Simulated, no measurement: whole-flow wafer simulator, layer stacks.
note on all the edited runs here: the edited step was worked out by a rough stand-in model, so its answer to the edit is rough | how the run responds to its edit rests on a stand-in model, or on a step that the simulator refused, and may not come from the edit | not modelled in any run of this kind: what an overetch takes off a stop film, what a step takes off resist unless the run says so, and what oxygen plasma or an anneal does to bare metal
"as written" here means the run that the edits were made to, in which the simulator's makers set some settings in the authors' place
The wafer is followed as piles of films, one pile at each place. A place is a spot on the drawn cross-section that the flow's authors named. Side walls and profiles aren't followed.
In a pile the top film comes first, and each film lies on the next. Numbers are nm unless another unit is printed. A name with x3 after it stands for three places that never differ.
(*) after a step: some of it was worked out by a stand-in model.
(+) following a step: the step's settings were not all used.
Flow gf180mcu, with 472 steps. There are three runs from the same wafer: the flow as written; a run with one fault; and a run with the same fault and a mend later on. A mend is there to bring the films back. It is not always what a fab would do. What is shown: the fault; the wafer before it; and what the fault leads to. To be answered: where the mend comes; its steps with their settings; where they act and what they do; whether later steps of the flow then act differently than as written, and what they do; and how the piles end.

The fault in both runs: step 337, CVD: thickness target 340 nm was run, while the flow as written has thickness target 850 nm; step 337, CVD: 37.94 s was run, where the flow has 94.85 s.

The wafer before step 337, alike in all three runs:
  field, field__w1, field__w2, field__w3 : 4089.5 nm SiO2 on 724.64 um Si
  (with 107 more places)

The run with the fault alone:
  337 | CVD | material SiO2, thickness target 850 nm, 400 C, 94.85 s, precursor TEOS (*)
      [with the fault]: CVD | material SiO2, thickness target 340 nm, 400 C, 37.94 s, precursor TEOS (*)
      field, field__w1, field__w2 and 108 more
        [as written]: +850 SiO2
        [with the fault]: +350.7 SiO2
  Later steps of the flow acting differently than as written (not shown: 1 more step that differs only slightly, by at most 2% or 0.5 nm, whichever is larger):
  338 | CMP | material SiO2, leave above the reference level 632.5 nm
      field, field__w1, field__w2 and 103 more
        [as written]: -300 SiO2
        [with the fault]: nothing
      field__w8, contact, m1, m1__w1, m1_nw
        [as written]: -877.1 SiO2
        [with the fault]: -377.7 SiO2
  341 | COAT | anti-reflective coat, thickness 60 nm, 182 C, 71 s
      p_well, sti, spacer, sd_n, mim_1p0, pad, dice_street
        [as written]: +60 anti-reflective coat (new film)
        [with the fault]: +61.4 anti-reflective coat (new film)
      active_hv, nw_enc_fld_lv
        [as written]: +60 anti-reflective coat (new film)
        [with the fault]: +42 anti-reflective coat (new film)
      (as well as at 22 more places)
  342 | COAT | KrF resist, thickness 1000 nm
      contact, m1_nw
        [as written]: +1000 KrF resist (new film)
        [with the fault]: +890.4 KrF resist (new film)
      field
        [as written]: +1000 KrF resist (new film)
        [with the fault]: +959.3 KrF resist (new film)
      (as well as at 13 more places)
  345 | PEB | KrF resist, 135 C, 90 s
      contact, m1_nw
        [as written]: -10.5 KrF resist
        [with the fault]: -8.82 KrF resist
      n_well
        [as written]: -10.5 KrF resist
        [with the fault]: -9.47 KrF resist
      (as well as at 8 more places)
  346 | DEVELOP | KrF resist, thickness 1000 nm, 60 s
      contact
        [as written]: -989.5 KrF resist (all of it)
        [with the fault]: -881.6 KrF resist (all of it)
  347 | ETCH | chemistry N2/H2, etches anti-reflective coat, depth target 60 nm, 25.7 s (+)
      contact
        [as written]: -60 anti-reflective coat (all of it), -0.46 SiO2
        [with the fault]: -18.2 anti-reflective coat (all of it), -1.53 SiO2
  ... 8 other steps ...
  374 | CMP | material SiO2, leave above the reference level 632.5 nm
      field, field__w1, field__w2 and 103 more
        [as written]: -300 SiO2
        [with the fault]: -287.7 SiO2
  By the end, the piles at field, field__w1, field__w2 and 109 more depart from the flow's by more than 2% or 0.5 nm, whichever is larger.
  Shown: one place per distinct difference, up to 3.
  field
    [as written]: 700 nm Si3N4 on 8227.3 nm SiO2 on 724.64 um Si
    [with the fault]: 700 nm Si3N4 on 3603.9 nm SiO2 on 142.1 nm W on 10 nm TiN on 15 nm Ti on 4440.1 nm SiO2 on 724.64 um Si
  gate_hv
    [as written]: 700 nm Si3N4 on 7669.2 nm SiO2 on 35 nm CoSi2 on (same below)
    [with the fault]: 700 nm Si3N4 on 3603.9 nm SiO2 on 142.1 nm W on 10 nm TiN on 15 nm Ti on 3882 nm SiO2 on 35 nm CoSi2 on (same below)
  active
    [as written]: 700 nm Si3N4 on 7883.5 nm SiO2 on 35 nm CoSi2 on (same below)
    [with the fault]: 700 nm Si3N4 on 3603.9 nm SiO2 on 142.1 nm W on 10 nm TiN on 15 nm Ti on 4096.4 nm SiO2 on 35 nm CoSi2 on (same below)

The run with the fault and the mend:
  The mend follows step 337.
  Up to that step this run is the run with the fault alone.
  337a | CVD | material SiO2, thickness target 510 nm, 400 C, 56.91 s, precursor TEOS (*) (a further turn of the flow's step 337, with different settings)
      field, field__w1, field__w2 and 108 more
        +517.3 SiO2
  Later steps of the flow acting differently than as written:
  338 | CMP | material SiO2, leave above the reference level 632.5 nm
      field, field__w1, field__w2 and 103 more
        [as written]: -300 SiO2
        [with the mend]: -318 SiO2
  By the end, the piles equal the flow's at every place that both follow.
